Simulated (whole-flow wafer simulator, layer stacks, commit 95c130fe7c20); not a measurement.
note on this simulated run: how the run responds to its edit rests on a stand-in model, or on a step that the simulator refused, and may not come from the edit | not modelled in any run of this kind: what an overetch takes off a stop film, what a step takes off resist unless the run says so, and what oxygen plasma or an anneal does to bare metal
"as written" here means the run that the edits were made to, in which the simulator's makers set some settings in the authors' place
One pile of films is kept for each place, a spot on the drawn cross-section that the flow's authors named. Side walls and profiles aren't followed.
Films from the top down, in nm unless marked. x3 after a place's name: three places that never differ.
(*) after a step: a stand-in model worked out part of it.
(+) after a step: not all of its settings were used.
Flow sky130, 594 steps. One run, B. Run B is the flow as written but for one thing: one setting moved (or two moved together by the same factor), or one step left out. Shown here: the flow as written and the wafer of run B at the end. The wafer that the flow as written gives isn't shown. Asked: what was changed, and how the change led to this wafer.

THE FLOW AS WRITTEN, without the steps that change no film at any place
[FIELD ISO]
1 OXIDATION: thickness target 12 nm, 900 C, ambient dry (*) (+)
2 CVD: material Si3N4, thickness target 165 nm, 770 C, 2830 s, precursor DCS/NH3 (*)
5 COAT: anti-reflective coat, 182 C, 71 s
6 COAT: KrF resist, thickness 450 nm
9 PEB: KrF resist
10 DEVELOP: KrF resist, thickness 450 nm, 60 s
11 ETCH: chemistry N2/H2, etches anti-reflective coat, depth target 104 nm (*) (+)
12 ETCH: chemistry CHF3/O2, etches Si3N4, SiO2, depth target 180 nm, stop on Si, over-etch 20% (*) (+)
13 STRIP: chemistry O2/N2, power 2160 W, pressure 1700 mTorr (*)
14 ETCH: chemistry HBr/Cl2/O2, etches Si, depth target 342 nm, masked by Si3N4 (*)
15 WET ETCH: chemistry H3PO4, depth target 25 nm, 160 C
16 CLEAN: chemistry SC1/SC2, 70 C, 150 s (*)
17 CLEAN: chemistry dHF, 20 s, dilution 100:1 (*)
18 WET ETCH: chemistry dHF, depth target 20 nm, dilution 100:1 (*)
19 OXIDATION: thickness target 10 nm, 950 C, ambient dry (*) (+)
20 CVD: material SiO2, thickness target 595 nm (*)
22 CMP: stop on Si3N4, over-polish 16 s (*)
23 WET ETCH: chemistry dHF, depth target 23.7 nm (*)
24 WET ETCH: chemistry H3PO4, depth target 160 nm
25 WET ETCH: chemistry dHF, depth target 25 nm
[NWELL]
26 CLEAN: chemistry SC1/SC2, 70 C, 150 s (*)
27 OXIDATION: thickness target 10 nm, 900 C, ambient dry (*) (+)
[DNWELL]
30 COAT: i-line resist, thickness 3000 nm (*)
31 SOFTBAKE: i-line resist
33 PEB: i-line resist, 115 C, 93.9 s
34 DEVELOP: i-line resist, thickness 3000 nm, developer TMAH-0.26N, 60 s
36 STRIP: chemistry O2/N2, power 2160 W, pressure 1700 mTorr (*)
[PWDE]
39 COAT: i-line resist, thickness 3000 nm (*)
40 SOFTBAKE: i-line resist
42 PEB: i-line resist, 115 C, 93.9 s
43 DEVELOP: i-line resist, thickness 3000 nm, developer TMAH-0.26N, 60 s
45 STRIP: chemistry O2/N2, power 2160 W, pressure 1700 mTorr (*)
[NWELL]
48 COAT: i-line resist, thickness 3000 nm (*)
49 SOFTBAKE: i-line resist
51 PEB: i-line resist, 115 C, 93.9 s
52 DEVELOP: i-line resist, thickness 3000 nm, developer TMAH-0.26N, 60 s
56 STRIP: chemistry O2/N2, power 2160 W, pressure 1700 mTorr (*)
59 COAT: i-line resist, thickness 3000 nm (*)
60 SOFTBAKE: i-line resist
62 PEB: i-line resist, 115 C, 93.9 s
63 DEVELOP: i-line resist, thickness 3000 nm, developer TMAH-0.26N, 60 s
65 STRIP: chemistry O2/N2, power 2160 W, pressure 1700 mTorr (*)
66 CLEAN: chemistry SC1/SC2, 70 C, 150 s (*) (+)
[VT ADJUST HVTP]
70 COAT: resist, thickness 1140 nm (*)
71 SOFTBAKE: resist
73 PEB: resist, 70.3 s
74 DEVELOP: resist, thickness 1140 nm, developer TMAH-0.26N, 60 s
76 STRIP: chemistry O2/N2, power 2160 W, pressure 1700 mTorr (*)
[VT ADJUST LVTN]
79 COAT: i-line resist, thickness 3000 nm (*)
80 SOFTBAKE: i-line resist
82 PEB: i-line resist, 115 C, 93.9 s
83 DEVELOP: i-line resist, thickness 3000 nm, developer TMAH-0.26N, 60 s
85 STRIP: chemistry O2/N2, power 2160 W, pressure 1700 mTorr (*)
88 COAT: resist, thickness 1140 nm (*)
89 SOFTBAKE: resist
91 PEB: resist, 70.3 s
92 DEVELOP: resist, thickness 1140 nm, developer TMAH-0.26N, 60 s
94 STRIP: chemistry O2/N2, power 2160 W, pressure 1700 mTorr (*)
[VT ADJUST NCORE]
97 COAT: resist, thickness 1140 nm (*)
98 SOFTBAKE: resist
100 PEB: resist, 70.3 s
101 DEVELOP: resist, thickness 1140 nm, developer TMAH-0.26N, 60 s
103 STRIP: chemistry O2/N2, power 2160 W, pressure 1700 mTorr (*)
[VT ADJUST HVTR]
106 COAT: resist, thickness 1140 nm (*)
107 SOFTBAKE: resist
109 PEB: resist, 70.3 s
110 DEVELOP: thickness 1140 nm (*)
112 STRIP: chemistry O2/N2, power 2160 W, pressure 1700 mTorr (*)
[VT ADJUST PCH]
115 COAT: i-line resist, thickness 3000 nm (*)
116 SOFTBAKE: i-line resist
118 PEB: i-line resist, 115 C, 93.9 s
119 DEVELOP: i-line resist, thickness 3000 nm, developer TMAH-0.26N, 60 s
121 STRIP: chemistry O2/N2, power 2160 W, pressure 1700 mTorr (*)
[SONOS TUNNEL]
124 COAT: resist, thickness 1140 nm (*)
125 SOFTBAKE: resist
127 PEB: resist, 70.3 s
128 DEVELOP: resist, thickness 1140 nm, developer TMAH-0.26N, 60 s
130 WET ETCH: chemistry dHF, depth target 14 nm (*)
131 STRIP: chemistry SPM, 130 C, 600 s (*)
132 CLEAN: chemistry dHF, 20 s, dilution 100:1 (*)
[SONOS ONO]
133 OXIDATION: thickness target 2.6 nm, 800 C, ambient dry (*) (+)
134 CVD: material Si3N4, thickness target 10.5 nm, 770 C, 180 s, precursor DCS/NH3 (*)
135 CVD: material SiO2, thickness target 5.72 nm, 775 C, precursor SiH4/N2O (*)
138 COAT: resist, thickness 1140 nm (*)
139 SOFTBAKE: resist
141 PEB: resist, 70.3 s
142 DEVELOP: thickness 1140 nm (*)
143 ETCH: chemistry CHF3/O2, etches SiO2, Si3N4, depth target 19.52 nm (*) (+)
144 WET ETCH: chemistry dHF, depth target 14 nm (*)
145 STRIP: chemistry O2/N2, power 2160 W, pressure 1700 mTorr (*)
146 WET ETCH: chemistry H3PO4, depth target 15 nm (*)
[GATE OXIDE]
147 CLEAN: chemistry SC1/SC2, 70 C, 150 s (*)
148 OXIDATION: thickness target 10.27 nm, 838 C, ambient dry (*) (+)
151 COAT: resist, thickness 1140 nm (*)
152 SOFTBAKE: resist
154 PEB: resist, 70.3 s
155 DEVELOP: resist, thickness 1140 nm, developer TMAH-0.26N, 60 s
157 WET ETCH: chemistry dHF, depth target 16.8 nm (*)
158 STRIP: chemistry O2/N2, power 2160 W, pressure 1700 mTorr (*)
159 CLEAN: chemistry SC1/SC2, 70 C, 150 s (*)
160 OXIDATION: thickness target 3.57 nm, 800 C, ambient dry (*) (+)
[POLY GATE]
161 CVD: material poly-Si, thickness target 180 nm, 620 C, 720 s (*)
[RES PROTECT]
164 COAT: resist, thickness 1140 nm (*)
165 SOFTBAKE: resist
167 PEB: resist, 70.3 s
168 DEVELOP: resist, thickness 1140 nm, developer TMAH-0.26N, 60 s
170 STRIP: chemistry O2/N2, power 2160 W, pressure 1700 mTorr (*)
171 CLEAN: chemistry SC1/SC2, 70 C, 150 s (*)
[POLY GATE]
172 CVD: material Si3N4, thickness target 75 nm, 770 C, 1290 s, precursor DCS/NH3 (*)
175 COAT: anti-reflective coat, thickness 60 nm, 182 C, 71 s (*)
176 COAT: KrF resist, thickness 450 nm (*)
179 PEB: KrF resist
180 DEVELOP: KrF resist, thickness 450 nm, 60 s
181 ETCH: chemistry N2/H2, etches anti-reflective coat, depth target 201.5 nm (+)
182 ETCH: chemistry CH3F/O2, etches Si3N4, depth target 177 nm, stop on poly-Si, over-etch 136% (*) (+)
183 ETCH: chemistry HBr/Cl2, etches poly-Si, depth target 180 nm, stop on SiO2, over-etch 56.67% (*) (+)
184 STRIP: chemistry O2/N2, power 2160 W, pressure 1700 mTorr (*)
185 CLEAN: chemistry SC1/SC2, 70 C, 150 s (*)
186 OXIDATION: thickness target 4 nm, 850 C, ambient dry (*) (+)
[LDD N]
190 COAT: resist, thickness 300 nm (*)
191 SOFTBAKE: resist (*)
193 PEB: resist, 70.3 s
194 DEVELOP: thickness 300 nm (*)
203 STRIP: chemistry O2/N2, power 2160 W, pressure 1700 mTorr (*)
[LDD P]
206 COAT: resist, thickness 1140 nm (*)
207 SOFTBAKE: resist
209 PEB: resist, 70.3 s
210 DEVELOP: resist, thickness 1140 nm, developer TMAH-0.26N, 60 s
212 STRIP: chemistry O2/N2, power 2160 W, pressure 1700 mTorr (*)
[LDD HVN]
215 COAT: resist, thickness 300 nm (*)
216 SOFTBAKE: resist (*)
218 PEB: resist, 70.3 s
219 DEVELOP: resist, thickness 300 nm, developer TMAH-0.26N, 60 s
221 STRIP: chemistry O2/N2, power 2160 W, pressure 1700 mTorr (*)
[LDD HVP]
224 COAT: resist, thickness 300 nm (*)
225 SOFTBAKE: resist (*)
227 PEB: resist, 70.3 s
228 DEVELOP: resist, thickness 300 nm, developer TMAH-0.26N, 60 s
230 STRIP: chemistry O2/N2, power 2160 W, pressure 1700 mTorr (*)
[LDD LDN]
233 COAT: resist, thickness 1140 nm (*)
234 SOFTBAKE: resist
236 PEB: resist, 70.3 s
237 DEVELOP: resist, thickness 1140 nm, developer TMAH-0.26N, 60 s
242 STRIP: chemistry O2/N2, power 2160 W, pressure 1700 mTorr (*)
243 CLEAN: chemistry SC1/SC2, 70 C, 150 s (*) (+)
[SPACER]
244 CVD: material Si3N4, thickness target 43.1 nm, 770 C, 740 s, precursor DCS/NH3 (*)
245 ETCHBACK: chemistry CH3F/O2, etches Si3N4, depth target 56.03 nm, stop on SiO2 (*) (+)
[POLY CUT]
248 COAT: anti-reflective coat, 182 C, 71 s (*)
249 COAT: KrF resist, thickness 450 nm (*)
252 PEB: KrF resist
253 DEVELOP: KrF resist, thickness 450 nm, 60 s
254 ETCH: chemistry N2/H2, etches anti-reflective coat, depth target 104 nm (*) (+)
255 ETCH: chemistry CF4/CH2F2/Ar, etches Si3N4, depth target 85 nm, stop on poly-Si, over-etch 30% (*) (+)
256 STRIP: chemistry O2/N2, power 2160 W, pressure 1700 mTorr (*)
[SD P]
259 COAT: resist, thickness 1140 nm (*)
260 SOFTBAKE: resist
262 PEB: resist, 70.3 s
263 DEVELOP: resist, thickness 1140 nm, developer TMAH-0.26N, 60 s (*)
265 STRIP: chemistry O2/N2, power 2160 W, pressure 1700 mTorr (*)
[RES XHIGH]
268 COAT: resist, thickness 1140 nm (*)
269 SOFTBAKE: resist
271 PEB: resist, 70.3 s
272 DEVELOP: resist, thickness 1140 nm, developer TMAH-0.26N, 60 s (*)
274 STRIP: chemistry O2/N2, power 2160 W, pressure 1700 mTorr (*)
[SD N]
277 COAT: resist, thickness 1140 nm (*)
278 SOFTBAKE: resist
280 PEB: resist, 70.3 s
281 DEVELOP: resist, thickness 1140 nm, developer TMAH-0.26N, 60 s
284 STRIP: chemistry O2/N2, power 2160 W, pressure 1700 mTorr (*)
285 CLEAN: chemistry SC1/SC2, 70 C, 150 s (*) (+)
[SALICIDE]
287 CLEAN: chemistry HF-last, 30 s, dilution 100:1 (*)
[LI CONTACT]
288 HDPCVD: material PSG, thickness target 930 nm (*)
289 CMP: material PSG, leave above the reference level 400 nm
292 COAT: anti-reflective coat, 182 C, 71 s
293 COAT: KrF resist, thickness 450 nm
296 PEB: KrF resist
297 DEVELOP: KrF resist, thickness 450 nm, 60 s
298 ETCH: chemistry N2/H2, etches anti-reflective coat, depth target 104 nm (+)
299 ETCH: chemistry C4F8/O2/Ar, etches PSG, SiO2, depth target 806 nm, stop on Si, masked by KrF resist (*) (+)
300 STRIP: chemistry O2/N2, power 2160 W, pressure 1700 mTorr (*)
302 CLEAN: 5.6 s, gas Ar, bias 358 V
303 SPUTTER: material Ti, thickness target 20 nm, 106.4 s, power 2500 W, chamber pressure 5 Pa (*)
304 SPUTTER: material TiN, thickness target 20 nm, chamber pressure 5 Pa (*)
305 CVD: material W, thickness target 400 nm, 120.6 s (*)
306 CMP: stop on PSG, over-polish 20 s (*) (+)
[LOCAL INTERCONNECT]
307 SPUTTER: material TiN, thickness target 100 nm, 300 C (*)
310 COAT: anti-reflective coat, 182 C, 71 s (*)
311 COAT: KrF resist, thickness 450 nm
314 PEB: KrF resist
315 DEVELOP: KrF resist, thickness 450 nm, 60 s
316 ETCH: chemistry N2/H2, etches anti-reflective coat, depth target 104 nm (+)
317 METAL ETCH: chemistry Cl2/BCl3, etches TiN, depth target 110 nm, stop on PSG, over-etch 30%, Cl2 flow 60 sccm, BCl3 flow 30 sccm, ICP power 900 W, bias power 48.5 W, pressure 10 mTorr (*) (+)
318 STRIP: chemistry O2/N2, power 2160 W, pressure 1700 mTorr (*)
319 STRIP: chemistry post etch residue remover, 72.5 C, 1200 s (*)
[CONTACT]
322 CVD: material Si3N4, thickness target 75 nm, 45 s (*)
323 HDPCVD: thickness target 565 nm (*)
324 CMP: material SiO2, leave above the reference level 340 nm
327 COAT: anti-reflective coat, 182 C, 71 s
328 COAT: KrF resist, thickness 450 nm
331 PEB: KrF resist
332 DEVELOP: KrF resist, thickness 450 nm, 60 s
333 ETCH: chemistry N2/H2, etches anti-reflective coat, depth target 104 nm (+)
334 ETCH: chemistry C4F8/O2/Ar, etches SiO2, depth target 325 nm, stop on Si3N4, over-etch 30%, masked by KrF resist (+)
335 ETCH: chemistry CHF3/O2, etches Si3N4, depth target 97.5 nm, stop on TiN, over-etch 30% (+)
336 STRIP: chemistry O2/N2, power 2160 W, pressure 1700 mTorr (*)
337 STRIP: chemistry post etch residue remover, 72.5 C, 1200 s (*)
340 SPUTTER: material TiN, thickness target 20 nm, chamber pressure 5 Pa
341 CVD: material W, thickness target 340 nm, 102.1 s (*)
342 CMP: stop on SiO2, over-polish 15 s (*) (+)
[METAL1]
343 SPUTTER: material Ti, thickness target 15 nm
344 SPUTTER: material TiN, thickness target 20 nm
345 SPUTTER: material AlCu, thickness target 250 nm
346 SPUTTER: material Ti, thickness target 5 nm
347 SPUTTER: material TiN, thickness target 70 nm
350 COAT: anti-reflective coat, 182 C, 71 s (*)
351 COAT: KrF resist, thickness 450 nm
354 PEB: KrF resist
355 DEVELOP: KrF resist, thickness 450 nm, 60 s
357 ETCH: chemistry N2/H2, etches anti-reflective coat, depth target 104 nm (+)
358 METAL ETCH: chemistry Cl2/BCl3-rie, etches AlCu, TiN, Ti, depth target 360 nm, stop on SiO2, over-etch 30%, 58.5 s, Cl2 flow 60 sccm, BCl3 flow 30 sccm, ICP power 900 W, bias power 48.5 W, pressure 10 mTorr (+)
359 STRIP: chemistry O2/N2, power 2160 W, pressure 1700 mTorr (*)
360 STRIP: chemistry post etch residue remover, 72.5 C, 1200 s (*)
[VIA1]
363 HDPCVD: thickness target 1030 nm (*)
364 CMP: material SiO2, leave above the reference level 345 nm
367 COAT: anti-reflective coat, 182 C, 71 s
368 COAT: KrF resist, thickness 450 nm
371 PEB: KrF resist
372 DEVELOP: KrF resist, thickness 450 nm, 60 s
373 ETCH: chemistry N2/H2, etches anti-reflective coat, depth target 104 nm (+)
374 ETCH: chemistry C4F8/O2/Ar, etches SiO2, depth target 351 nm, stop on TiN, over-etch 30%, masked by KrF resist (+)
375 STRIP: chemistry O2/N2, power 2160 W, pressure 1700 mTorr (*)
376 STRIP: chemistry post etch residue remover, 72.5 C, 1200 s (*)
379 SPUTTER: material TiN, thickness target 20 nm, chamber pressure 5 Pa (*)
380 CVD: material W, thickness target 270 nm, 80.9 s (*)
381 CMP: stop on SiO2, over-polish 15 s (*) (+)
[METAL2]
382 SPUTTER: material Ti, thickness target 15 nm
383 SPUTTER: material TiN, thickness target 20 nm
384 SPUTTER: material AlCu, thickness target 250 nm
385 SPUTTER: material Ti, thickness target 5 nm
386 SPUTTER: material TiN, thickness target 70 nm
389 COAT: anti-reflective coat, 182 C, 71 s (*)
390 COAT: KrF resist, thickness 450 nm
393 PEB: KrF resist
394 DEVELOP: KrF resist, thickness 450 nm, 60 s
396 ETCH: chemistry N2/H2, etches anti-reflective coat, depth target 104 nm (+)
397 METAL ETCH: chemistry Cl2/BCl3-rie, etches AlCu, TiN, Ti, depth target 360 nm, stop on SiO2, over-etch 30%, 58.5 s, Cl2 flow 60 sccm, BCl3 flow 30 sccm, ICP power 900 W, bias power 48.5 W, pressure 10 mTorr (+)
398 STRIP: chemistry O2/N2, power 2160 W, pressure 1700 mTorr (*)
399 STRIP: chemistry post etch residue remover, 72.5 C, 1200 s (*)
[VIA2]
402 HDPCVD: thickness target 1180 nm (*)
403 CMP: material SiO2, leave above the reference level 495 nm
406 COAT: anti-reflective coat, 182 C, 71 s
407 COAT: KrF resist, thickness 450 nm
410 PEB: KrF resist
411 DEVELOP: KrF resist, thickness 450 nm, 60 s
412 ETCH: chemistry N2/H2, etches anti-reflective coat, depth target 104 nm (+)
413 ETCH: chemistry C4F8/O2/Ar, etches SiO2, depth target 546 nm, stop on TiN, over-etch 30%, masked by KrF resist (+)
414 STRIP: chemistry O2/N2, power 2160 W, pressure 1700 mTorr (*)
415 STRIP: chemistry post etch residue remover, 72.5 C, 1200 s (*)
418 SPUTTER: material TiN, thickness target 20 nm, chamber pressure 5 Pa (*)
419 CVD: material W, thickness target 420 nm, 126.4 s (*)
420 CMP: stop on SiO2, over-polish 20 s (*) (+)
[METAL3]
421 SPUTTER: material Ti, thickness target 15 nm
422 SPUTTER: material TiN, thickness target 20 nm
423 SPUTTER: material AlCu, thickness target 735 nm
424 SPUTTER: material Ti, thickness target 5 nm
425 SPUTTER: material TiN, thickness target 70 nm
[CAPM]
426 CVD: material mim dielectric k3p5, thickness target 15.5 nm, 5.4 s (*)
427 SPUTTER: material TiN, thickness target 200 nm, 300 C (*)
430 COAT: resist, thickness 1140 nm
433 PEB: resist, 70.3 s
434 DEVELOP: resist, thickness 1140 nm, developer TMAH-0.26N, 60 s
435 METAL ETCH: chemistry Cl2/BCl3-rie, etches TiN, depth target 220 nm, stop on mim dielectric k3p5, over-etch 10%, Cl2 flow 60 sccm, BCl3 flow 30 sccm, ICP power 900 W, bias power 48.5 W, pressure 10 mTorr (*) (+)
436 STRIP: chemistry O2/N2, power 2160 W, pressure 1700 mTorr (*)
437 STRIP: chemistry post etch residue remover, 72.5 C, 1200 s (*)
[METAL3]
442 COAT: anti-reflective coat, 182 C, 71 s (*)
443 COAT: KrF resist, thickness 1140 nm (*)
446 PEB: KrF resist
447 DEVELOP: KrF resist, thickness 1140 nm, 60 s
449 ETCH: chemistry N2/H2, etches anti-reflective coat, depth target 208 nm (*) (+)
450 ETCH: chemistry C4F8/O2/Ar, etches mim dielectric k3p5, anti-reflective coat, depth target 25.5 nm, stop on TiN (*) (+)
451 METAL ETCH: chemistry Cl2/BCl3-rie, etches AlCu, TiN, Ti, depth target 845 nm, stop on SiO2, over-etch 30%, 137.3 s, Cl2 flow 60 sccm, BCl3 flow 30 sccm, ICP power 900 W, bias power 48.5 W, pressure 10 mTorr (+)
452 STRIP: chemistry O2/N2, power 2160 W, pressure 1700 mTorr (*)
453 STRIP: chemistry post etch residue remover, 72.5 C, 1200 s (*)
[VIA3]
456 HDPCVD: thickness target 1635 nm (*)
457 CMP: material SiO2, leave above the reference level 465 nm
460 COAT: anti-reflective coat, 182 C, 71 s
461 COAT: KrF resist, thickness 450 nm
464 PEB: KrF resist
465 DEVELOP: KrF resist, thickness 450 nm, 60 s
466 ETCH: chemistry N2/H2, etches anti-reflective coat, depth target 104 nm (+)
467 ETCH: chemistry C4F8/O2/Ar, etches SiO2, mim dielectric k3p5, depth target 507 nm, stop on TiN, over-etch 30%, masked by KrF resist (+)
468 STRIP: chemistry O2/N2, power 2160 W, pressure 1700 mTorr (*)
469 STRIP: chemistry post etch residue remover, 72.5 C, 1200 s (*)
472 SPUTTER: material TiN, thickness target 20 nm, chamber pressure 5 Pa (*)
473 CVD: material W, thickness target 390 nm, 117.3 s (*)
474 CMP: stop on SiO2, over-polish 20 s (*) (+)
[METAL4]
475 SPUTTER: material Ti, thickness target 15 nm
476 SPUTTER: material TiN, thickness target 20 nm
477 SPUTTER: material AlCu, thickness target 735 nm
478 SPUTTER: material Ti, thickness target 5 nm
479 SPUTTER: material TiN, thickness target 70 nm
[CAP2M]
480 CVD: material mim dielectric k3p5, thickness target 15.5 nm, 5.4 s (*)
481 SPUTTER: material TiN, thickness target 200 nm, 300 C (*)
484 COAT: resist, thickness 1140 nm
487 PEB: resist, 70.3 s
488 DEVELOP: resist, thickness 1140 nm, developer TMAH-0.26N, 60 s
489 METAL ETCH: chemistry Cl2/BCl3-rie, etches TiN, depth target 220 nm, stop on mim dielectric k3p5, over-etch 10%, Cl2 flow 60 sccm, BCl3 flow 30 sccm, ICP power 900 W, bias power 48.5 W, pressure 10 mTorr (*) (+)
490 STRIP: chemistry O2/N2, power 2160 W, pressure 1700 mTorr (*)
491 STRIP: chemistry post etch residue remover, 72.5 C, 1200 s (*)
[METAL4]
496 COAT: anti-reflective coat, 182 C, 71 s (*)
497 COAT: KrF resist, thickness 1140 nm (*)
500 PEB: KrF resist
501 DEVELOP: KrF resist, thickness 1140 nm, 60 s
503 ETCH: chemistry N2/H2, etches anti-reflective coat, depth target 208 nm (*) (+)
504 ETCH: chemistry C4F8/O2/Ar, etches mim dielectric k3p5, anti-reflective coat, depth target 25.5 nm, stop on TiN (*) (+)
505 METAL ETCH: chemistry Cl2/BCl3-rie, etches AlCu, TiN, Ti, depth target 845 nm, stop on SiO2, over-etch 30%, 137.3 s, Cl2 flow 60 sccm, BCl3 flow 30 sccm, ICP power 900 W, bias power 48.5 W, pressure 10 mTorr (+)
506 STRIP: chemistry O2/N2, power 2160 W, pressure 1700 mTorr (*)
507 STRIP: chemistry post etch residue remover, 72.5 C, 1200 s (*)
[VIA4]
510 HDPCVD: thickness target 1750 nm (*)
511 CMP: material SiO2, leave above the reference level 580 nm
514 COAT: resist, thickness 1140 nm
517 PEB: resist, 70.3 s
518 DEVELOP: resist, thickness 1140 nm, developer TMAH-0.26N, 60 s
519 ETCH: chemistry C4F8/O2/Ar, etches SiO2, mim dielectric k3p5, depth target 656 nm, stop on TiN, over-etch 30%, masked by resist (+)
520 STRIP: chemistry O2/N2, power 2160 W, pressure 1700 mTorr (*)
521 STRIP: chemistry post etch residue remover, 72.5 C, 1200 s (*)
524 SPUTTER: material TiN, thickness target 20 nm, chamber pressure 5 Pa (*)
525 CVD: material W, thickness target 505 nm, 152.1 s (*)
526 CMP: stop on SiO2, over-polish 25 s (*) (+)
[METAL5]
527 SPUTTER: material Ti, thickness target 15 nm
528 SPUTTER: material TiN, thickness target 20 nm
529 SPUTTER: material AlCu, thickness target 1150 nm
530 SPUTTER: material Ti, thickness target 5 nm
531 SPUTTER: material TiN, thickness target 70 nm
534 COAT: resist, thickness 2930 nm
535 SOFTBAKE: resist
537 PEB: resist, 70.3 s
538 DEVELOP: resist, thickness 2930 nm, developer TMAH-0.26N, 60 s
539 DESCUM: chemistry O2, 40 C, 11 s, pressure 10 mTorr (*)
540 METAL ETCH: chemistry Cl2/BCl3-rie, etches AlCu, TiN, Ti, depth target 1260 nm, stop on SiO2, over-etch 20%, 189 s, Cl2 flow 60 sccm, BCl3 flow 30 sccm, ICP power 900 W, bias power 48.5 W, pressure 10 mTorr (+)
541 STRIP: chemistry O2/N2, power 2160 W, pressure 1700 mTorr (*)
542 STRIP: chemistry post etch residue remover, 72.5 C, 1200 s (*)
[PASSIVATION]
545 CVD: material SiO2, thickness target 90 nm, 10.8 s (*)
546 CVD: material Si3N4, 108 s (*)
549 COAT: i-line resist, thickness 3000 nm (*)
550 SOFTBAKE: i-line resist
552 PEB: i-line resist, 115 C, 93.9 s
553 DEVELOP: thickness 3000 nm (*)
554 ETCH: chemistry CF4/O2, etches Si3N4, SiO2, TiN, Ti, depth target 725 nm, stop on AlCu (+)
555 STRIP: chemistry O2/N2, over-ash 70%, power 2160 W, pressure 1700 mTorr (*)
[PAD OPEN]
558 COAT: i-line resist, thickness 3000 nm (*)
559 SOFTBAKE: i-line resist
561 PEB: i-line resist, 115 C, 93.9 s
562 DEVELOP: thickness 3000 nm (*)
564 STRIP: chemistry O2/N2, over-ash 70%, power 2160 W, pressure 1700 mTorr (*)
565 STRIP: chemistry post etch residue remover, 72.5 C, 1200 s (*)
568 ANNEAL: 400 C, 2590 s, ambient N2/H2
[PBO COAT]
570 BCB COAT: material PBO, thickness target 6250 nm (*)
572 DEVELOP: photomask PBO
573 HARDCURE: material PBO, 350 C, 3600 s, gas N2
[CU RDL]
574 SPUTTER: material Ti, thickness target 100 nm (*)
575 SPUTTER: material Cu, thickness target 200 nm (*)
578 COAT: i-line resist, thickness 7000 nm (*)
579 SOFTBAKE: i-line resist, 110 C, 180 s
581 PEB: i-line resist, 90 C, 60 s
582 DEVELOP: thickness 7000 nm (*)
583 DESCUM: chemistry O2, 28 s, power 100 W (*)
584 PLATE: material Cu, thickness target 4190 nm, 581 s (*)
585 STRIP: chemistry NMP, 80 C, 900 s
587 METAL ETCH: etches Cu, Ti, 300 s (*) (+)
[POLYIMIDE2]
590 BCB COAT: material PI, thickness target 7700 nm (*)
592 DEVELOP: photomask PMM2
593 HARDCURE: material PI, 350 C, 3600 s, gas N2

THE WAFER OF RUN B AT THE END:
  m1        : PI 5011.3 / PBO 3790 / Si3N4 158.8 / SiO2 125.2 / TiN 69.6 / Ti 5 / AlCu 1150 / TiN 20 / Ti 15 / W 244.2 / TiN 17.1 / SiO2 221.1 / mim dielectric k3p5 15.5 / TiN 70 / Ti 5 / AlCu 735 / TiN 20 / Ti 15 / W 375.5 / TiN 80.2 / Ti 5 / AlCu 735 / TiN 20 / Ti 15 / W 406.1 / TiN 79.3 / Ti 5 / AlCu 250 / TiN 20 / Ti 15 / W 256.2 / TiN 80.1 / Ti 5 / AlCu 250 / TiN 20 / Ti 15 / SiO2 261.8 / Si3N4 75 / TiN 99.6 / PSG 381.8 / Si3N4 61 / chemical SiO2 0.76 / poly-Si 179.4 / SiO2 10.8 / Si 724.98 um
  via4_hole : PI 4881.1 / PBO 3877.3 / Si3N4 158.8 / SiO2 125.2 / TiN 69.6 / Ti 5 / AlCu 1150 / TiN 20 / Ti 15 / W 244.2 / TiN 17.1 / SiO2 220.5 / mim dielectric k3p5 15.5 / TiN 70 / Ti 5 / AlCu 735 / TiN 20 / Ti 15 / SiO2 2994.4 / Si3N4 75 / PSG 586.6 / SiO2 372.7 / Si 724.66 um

The cause: step 519, ETCH: depth target 269 nm was run, where the flow has depth target 656 nm.

How the change led to this, step by step:
  519 ETCH: chemistry C4F8/O2/Ar, etches SiO2, mim dielectric k3p5, depth target 656 nm, stop on TiN, over-etch 30%, masked by resist (+)
      m1: SiO2 -269 (as written it would be: SiO2 -490.1 (all of it), mim dielectric k3p5 -15.5 (all of it))
      via4_hole: SiO2 -269 (as written it would be: SiO2 -489.5 (all of it), mim dielectric k3p5 -15.5 (all of it))
      (and at 191 more places)
  520 STRIP: chemistry O2/N2, power 2160 W, pressure 1700 mTorr (*)
      field, active, n_well and 188 more: resist -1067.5 (all of it) (as written it would be: resist -990.1 (all of it))
  524 SPUTTER: material TiN, thickness target 20 nm, chamber pressure 5 Pa (*)
      m1, via4_hole: TiN +17.1 (new film) (as written it would be: TiN +15.3)
  525 CVD: material W, thickness target 505 nm, 152.1 s (*)
      m1: W +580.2 (new film) (as written it would be: W +1015.8 (new film))
      via4_hole: W +581.9 (new film) (as written it would be: W +1015.2 (new film))
  526 CMP: stop on SiO2, over-polish 25 s (*) (+)
      m1: W -335.9 (as written it would be: W -532.7)
      via4_hole: W -337.7 (as written it would be: W -532.7)
Counting metal films that touch as one body, m1 has 3 bodies (between them, from the top down: SiO2 221.1 / mim dielectric k3p5 15.5; SiO2 261.8 / Si3N4 75); the flow as written gives 2 bodies (between them, from the top down: SiO2 261.8 / Si3N4 75).
Counting metal films that touch as one body, via4_hole has 2 bodies (between them, from the top down: SiO2 220.5 / mim dielectric k3p5 15.5); the flow as written gives 1 body.
